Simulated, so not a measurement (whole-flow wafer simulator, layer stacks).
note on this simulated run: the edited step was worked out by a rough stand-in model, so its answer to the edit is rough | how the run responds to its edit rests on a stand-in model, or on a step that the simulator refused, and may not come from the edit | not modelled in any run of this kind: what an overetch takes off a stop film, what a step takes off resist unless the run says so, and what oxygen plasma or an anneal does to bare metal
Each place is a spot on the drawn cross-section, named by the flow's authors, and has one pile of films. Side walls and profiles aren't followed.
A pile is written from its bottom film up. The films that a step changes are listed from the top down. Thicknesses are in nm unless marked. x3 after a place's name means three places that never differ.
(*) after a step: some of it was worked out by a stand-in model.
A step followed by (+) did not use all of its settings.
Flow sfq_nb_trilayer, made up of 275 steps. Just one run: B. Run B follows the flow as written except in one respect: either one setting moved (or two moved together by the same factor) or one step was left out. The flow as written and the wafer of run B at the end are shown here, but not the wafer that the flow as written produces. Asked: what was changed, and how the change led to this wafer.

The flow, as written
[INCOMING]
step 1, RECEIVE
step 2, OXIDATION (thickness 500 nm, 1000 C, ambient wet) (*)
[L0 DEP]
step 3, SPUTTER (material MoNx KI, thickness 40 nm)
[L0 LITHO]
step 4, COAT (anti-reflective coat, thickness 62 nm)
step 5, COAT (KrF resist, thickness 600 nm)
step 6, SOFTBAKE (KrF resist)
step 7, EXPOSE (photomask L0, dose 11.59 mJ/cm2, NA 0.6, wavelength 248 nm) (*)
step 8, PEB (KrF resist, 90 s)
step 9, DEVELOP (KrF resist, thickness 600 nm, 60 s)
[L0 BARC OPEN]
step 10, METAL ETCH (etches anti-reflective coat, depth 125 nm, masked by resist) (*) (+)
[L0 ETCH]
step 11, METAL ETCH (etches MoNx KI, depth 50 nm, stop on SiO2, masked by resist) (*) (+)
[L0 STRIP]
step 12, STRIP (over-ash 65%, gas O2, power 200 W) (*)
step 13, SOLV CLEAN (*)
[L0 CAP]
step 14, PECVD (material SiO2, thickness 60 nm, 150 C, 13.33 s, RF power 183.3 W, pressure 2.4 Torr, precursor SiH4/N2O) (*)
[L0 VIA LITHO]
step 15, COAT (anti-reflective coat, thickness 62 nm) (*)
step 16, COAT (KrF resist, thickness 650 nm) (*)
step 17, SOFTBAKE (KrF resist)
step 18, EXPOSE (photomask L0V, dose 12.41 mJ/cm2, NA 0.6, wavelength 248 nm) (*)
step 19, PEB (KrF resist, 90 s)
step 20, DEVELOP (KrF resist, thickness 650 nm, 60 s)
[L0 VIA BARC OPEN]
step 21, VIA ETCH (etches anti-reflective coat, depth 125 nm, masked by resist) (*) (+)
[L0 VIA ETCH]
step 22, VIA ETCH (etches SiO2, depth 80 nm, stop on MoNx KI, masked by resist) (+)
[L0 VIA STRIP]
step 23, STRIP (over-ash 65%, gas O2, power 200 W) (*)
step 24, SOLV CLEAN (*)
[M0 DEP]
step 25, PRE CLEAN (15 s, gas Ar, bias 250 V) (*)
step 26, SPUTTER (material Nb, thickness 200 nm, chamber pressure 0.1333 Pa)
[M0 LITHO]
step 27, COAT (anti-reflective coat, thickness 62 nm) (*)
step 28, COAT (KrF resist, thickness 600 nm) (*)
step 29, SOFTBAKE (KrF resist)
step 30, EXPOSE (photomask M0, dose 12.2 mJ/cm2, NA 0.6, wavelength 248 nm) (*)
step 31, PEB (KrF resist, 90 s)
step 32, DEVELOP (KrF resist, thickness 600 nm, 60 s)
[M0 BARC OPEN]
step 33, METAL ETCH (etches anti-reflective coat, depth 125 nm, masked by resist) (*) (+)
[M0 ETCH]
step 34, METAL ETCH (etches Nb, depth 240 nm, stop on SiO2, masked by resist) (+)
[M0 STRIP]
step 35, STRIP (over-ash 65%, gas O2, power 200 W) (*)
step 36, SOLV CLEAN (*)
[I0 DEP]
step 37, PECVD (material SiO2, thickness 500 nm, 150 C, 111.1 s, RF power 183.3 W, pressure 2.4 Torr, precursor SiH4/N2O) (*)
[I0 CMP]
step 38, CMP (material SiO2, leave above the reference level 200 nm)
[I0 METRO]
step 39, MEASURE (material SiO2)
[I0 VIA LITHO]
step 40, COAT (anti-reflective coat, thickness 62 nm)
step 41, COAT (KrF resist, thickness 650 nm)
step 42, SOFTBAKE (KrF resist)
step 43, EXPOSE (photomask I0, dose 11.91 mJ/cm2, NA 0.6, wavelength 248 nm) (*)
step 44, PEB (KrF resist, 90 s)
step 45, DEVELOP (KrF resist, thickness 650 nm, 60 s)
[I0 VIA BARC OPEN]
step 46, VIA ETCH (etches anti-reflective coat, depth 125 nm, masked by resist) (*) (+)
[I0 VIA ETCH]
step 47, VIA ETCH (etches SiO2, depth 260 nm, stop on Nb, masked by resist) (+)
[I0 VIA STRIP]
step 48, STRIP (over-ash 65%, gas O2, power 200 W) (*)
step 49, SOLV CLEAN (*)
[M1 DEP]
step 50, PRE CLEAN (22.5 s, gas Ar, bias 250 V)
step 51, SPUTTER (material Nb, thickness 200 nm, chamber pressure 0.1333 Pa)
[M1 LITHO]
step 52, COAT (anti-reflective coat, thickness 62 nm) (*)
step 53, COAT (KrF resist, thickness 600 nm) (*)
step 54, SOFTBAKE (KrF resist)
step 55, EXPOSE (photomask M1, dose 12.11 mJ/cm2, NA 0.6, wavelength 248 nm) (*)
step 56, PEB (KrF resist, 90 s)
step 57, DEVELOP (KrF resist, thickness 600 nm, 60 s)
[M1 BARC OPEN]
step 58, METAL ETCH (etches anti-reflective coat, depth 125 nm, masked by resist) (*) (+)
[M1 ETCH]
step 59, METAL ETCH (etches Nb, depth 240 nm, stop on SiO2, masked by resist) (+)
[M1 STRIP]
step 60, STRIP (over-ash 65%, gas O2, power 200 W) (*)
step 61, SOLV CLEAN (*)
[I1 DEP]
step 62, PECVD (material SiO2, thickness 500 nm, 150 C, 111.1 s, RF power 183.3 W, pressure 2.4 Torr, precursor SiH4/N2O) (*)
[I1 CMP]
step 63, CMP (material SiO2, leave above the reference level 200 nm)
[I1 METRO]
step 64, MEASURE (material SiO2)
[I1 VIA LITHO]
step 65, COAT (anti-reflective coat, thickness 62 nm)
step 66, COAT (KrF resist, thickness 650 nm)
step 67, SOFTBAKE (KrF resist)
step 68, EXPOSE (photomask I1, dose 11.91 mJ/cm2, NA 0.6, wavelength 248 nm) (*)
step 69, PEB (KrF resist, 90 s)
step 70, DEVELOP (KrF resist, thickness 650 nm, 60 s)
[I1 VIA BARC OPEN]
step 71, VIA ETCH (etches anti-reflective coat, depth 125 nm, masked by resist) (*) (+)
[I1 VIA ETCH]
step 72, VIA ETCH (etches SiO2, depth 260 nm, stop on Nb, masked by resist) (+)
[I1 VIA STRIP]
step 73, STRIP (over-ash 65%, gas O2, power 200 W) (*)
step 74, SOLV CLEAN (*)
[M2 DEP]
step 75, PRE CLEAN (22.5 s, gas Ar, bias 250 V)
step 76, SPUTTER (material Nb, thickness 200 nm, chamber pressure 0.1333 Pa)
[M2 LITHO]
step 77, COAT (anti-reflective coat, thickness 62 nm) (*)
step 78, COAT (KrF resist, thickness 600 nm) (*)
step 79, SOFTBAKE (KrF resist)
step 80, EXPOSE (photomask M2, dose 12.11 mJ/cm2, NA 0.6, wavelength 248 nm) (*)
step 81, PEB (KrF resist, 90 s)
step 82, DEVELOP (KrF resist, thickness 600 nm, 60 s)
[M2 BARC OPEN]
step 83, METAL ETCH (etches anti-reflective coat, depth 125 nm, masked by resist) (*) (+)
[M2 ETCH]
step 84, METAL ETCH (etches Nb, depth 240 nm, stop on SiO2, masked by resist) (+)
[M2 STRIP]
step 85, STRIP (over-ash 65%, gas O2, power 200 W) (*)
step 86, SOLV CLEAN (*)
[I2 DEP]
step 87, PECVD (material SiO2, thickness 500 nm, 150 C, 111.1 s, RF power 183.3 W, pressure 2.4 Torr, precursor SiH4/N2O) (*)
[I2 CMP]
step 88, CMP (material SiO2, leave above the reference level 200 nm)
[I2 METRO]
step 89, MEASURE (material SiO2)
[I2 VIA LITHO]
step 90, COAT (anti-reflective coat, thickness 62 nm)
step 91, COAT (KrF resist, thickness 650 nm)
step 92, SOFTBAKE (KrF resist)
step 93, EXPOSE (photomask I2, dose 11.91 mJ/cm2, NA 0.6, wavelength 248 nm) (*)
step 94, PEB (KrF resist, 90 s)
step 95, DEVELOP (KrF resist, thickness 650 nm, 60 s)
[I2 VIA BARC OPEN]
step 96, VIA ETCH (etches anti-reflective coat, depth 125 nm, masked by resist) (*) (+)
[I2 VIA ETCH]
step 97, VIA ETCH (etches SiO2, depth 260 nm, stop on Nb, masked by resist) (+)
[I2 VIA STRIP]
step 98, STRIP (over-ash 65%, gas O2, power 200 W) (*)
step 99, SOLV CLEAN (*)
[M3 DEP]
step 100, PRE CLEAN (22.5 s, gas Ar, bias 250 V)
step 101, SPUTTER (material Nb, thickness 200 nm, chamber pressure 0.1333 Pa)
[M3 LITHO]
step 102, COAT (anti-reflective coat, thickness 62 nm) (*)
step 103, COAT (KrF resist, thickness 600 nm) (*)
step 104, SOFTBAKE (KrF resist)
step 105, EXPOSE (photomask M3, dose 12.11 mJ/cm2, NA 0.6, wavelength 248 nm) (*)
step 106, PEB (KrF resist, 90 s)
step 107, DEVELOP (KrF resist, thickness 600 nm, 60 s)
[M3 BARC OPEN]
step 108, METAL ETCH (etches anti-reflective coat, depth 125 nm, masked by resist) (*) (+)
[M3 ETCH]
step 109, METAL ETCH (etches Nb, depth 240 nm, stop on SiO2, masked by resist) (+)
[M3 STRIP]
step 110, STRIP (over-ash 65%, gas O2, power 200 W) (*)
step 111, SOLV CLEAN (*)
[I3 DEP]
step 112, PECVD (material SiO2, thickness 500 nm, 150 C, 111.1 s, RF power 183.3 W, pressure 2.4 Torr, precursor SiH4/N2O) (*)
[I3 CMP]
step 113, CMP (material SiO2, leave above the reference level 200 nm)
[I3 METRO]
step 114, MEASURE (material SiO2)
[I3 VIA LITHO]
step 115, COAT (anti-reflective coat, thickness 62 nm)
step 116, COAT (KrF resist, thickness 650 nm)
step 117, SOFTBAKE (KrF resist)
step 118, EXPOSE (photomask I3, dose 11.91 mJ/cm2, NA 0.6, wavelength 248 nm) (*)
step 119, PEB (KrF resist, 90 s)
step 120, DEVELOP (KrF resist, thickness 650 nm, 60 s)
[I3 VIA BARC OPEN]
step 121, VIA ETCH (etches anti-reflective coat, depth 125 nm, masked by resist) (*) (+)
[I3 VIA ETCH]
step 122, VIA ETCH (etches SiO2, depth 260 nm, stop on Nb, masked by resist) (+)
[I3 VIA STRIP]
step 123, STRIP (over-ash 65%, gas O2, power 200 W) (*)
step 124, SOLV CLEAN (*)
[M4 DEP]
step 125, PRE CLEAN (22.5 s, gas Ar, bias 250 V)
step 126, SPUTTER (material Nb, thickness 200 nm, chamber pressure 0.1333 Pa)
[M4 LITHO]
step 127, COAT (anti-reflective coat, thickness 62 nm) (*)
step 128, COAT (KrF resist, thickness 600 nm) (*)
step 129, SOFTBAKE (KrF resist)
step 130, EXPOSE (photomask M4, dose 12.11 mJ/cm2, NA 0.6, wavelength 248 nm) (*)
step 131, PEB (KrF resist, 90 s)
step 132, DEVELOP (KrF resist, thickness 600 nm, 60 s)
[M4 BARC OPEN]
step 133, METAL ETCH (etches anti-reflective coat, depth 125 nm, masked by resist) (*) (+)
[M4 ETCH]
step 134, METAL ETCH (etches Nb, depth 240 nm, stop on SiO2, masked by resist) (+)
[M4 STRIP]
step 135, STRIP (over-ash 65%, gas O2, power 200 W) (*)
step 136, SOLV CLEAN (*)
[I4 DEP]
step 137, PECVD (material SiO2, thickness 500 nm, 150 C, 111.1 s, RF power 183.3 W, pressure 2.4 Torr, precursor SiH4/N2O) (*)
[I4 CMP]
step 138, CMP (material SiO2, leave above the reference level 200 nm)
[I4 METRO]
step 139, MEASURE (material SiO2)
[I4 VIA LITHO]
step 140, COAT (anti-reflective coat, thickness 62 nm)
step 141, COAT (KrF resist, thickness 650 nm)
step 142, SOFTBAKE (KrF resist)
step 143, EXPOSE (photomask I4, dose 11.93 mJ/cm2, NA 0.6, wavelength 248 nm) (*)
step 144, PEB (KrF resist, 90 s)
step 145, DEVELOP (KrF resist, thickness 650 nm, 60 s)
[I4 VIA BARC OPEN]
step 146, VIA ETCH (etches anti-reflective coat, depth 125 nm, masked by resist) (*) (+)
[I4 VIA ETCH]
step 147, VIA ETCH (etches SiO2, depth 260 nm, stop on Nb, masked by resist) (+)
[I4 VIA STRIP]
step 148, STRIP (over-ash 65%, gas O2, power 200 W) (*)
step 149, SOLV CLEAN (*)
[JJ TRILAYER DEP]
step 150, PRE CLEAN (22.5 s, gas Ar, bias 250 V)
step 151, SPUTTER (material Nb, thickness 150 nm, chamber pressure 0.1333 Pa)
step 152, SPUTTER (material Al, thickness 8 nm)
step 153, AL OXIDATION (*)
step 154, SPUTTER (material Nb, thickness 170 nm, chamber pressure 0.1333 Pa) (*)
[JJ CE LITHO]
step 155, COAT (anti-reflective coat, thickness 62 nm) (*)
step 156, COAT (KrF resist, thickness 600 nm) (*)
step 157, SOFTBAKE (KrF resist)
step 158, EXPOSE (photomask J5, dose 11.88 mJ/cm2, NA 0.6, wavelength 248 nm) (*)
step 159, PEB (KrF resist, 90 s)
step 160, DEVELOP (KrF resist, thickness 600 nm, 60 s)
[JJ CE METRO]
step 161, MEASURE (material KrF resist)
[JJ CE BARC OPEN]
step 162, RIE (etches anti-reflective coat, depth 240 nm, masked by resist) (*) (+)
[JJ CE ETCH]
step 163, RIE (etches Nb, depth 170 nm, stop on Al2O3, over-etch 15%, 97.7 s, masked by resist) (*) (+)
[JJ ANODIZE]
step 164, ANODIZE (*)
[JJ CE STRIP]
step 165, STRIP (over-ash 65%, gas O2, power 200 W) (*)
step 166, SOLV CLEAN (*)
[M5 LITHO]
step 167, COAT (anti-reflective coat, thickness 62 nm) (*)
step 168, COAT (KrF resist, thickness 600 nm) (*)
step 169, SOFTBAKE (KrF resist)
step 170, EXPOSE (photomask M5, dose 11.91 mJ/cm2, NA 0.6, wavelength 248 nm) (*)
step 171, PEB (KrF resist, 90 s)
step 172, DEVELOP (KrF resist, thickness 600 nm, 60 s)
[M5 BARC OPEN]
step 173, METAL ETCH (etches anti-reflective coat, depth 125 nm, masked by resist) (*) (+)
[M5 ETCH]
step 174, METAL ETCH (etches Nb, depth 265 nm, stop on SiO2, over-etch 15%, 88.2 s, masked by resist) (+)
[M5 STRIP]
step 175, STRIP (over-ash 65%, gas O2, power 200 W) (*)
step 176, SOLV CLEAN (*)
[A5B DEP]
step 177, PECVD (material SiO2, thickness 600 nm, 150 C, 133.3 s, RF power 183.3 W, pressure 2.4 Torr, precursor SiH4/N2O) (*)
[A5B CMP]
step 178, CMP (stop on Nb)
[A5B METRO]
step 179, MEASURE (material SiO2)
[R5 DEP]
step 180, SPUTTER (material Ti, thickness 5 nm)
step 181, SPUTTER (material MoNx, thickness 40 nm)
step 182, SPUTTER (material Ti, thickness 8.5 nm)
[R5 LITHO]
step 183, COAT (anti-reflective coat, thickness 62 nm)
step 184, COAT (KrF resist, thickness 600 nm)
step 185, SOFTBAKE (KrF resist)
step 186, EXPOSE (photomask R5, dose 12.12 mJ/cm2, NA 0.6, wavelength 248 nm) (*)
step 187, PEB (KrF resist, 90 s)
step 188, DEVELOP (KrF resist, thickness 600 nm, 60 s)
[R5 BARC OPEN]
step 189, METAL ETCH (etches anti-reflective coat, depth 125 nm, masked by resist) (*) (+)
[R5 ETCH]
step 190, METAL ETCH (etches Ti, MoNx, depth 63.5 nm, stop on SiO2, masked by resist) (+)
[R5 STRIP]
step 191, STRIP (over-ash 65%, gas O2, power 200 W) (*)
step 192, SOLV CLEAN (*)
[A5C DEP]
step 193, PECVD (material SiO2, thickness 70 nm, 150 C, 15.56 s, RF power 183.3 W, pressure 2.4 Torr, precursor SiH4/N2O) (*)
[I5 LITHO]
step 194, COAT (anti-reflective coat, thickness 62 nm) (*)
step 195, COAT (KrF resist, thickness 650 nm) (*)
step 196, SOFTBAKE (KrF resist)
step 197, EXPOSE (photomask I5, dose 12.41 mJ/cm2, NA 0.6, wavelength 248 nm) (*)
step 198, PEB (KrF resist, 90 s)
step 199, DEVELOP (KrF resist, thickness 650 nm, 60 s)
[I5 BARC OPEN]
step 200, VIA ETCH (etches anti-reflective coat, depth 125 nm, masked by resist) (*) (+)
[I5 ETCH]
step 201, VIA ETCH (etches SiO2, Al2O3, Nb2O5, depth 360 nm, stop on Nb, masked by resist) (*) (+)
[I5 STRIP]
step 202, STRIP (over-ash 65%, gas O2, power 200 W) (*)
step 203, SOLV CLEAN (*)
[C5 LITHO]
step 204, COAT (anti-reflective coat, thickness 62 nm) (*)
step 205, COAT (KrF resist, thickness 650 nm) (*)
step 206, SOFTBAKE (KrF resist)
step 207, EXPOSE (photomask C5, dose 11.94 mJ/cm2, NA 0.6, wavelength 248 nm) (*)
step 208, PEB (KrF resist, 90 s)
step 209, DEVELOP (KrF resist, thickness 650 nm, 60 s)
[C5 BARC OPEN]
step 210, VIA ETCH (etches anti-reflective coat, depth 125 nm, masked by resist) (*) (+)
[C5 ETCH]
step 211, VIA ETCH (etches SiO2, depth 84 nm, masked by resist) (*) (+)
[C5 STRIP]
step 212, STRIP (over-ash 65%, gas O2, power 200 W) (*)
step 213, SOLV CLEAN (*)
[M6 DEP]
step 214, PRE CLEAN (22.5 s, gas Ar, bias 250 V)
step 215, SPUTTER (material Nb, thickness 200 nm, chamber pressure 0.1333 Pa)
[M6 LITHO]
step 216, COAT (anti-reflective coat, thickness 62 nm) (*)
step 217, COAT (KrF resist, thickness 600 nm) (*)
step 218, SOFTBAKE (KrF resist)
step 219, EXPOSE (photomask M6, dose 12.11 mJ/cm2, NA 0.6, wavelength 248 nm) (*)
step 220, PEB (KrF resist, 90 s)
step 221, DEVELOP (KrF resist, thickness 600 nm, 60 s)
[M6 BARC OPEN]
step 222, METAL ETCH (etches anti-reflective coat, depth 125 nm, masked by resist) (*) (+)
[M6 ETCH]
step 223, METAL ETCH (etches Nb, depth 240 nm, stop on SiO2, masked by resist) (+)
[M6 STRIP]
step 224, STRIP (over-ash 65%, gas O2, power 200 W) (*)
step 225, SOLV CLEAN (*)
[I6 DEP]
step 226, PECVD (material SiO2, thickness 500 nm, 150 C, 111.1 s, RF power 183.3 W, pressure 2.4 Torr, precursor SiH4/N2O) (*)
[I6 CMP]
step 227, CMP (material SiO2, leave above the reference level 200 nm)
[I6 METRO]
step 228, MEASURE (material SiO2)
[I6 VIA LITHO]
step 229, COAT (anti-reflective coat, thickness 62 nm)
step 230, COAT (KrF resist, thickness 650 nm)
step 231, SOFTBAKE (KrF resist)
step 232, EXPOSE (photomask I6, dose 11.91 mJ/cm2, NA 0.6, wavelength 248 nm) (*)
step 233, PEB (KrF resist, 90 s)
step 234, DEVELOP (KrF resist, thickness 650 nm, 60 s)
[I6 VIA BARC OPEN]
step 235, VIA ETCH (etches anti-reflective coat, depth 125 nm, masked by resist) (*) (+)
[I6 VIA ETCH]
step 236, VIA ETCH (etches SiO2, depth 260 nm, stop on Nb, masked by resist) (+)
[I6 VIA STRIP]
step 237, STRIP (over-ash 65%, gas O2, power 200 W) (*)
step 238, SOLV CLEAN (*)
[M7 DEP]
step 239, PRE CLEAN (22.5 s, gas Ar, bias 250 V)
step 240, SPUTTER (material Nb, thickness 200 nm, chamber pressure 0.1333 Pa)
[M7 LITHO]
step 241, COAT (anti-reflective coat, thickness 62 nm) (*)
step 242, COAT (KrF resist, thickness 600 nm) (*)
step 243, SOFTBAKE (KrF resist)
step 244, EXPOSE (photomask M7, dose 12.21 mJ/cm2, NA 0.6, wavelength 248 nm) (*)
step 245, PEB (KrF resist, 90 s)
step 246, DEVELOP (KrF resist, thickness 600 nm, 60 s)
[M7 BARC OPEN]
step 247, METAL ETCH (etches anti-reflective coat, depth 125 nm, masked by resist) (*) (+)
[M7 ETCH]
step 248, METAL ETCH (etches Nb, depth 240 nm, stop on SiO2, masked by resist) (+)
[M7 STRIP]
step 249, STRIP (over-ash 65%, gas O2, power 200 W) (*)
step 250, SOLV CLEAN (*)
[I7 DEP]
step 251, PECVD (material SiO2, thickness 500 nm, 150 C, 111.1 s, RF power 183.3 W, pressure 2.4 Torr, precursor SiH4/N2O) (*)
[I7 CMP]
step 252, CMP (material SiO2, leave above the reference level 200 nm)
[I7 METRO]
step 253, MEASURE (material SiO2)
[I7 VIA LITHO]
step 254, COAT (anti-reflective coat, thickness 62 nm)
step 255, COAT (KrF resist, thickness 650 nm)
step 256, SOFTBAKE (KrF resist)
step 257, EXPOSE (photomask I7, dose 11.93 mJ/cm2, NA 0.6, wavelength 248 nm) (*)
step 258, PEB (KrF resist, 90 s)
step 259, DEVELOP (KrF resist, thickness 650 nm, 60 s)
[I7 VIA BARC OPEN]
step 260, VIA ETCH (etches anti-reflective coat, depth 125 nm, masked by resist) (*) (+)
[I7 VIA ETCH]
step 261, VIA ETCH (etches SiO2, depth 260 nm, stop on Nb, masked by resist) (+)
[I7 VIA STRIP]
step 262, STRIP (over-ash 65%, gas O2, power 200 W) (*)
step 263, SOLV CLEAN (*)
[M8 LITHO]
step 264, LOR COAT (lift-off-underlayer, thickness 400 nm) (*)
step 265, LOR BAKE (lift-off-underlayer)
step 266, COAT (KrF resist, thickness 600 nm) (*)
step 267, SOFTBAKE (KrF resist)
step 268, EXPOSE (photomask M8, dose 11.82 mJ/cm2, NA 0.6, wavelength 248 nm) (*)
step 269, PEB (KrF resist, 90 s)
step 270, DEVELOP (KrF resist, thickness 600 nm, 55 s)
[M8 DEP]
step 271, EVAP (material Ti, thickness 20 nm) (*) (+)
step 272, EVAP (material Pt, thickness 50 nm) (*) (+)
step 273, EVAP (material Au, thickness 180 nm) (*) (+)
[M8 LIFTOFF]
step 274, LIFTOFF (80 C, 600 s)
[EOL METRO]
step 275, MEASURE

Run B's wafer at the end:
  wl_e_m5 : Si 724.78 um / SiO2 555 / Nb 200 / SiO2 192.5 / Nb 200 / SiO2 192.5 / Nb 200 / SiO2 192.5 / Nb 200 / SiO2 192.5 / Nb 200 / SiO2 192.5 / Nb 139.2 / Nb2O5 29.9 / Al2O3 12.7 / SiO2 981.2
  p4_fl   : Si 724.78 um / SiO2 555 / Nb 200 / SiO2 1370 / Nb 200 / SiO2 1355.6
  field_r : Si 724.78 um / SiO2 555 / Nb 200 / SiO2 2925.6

The reason: step 193, PECVD: thickness 49.7 nm was run, though the flow has thickness 70 nm; step 193, PECVD: 11.04 s was run, where the flow has 15.56 s.

Step by step, how the change led to this:
  step 193, PECVD (material SiO2, thickness 70 nm, 150 C, 15.56 s, RF power 183.3 W, pressure 2.4 Torr, precursor SiH4/N2O) (*)
      field_l, v_sur, via_wl and 92 more: +49.7 SiO2 (as written it would have been: +70 SiO2)
      ce_l, c5j, ce_r and 8 more: +49.7 SiO2 (new film) (as written it would have been: +70 SiO2 (new film))
  step 201, VIA ETCH (etches SiO2, Al2O3, Nb2O5, depth 360 nm, stop on Nb, masked by resist) (*) (+)
      be: -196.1 SiO2 (all of it), -12.7 Al2O3 (all of it), -29.9 Nb2O5 (all of it) (as written it would have been: -216.4 SiO2 (all of it), -12.7 Al2O3 (all of it), -29.9 Nb2O5 (all of it))
  step 204, COAT (anti-reflective coat, thickness 62 nm) (*)
      be: +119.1 anti-reflective coat (new film) (as written it would have been: +122.2 anti-reflective coat (new film))
  step 211, VIA ETCH (etches SiO2, depth 84 nm, masked by resist) (*) (+)
      field_l, v_sur, via_wl and 101 more: -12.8 KrF resist (as written it would have been: -14.5 KrF resist)
      c5j: -49.6 SiO2 (all of it), -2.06 Nb (as written it would have been: -69.9 SiO2 (all of it), -1.18 Nb)
      (also at 1 further place)
  step 212, STRIP (over-ash 65%, gas O2, power 200 W) (*)
      be: -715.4 KrF resist (all of it), -119.1 anti-reflective coat (all of it) (as written it would have been: -728.2 KrF resist (all of it), -122.2 anti-reflective coat (all of it))
  step 215, SPUTTER (material Nb, thickness 200 nm, chamber pressure 0.1333 Pa)
      be: +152 Nb (as written it would have been: +147.3 Nb)
      c5j: +194.2 Nb (as written it would have been: +188.4 Nb)
      (also at 1 further place)
  step 216, COAT (anti-reflective coat, thickness 62 nm) (*)
      be: +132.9 anti-reflective coat (new film) (as written it would have been: +136.7 anti-reflective coat (new film))
      be_sur: +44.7 anti-reflective coat (new film) (as written it would have been: +43.8 anti-reflective coat (new film))
      (also at 6 further places)
  step 217, COAT (KrF resist, thickness 600 nm) (*)
      be: +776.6 KrF resist (new film) (as written it would have been: +793.9 KrF resist (new film))
  step 224, STRIP (over-ash 65%, gas O2, power 200 W) (*)
      be: -558.5 KrF resist (all of it), -132.9 anti-reflective coat (all of it) (as written it would have been: -575.8 KrF resist (all of it), -136.7 anti-reflective coat (all of it))
      be_sur: -373.2 KrF resist (all of it), -44.7 anti-reflective coat (all of it) (as written it would have been: -371.2 KrF resist (all of it), -43.8 anti-reflective coat (all of it))
      (also at 6 further places)
  step 226, PECVD (material SiO2, thickness 500 nm, 150 C, 111.1 s, RF power 183.3 W, pressure 2.4 Torr, precursor SiH4/N2O) (*)
      be: +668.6 SiO2 (new film) (as written it would have been: +693.5 SiO2 (new film))
      c5j: +500 SiO2 (new film) (as written it would have been: +514.7 SiO2 (new film))
  step 227, CMP (material SiO2, leave above the reference level 200 nm)
      c5j: -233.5 SiO2 (as written it would have been: -223 SiO2)
      res: -303.6 SiO2 (as written it would have been: -279.4 SiO2)
